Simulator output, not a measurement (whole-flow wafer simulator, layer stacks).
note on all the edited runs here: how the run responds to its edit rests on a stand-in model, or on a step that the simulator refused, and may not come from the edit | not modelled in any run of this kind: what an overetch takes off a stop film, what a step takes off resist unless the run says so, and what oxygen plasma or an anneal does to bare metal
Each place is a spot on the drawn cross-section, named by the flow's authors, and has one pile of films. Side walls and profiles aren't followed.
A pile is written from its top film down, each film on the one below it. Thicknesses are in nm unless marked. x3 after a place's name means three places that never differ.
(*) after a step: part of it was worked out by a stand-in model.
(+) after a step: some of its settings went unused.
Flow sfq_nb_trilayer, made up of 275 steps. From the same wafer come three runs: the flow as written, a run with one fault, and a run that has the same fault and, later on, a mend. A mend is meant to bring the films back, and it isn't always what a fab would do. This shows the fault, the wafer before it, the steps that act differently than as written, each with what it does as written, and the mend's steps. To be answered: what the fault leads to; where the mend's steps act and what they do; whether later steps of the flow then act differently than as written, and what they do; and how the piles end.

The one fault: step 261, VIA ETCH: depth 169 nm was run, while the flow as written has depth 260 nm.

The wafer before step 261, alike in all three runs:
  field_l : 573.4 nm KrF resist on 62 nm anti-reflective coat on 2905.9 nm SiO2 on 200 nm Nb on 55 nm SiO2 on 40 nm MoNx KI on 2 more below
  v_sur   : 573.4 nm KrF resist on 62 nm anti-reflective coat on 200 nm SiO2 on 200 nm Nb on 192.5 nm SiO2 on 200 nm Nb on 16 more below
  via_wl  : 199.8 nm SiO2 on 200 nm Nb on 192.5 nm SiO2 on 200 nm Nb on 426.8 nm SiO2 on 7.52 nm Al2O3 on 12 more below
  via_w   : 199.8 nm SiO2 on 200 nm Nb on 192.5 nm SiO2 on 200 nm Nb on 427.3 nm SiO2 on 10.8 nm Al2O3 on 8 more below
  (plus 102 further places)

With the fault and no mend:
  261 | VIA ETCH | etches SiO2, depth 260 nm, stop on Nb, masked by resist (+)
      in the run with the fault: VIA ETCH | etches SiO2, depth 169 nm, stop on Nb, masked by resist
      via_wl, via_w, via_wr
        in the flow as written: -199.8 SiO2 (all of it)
        in the run with the fault: -169 SiO2
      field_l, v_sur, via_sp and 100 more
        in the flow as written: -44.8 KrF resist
        in the run with the fault: -29.1 KrF resist
  Steps later in the flow that act otherwise than as written (3 more steps, not shown, differ only slightly: by at most 2% or 0.5 nm, whichever is larger):
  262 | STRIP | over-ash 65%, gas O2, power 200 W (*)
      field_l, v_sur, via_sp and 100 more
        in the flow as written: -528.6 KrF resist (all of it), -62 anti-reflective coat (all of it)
        in the run with the fault: -544.3 KrF resist (all of it), -62 anti-reflective coat (all of it)
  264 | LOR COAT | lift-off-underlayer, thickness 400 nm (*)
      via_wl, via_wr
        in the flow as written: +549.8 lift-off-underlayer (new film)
        in the run with the fault: +526.7 lift-off-underlayer (new film)
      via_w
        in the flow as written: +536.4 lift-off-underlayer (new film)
        in the run with the fault: +515.4 lift-off-underlayer (new film)
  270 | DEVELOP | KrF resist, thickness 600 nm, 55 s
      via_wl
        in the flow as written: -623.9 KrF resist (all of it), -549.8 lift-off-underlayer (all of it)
        in the run with the fault: -620 KrF resist (all of it), -526.7 lift-off-underlayer (all of it)
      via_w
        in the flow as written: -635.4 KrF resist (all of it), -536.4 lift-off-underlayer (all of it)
        in the run with the fault: -629.8 KrF resist (all of it), -515.4 lift-off-underlayer (all of it)
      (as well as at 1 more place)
  By the end, the piles at via_wl, via_w, via_wr depart from the flow's by more than 2% or 0.5 nm, whichever is larger.
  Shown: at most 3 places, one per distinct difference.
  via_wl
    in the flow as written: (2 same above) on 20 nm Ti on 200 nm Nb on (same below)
    in the run with the fault: (2 same above) on 20 nm Ti on 30.8 nm SiO2 on 200 nm Nb on (same below)

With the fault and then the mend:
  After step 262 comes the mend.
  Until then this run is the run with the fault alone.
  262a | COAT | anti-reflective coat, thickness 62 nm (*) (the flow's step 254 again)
      p4_fl x3, p4_w1 x9, p4_g1 x2 and 63 more
        +62 anti-reflective coat (new film)
      res, r_end, moat and 8 more
        +61.7 anti-reflective coat (new film)
      c5j, ce_r, sp_r, be_r, r_sur
        +61.6 anti-reflective coat (new film)
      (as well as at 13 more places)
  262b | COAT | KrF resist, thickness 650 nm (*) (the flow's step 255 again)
      p4_fl x3, p4_w1 x9, p4_g1 x2 and 63 more
        +650 KrF resist (new film)
      field_r, lsp_l, ln_m5, lsp_m, ln_m6, lsp_r, l0_sur
        +649.4 KrF resist (new film)
      res, r_end, moat, l0v
        +649.3 KrF resist (new film)
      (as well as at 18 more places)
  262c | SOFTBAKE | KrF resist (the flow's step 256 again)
      alters no film at any place that is followed
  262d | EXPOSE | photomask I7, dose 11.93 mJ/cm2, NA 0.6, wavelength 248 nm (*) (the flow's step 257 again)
      alters no film at any place that is followed
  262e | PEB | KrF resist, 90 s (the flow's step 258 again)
      c5j, ce_r, sp_r and 90 more
        -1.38 KrF resist
      v_sur, wire, be, be_sur, gap, jj_sur, ce_l
        -1.37 KrF resist
      via_wl, via_wr
        -1.55 KrF resist
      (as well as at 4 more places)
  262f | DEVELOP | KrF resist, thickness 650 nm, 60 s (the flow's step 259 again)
      field_l, v_sur, via_sp and 100 more
        -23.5 KrF resist
      via_wl
        -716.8 KrF resist (all of it)
      via_w
        -764.1 KrF resist (all of it)
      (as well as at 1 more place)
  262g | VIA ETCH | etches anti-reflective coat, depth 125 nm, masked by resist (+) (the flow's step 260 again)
      field_l, v_sur, via_sp and 100 more
        -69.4 KrF resist
      via_wl, via_wr
        -125 anti-reflective coat
      via_w
        -79.6 anti-reflective coat (all of it), -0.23 SiO2
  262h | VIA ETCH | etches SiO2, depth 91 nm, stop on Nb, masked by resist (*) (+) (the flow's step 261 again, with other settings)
      field_l, v_sur, via_sp and 100 more
        -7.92 KrF resist
      via_wl, via_wr
        -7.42 anti-reflective coat (all of it), -30.8 SiO2 (all of it)
      via_w
        -30.6 SiO2 (all of it)
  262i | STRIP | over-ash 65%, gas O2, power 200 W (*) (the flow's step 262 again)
      p4_fl x3, p4_w1 x9, p4_g1 x2 and 63 more
        -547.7 KrF resist (all of it), -62 anti-reflective coat (all of it)
      r_end, moat, field_r, lsp_l, ln_m5, lsp_r, l0_sur
        -547.1 KrF resist (all of it), -61.7 anti-reflective coat (all of it)
      c5j, ce_r, sp_r
        -546.8 KrF resist (all of it), -61.6 anti-reflective coat (all of it)
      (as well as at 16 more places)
  Later steps of the flow that are run all act as written at every place that is followed.
  At every place that both follow, the piles at the end match the flow's.
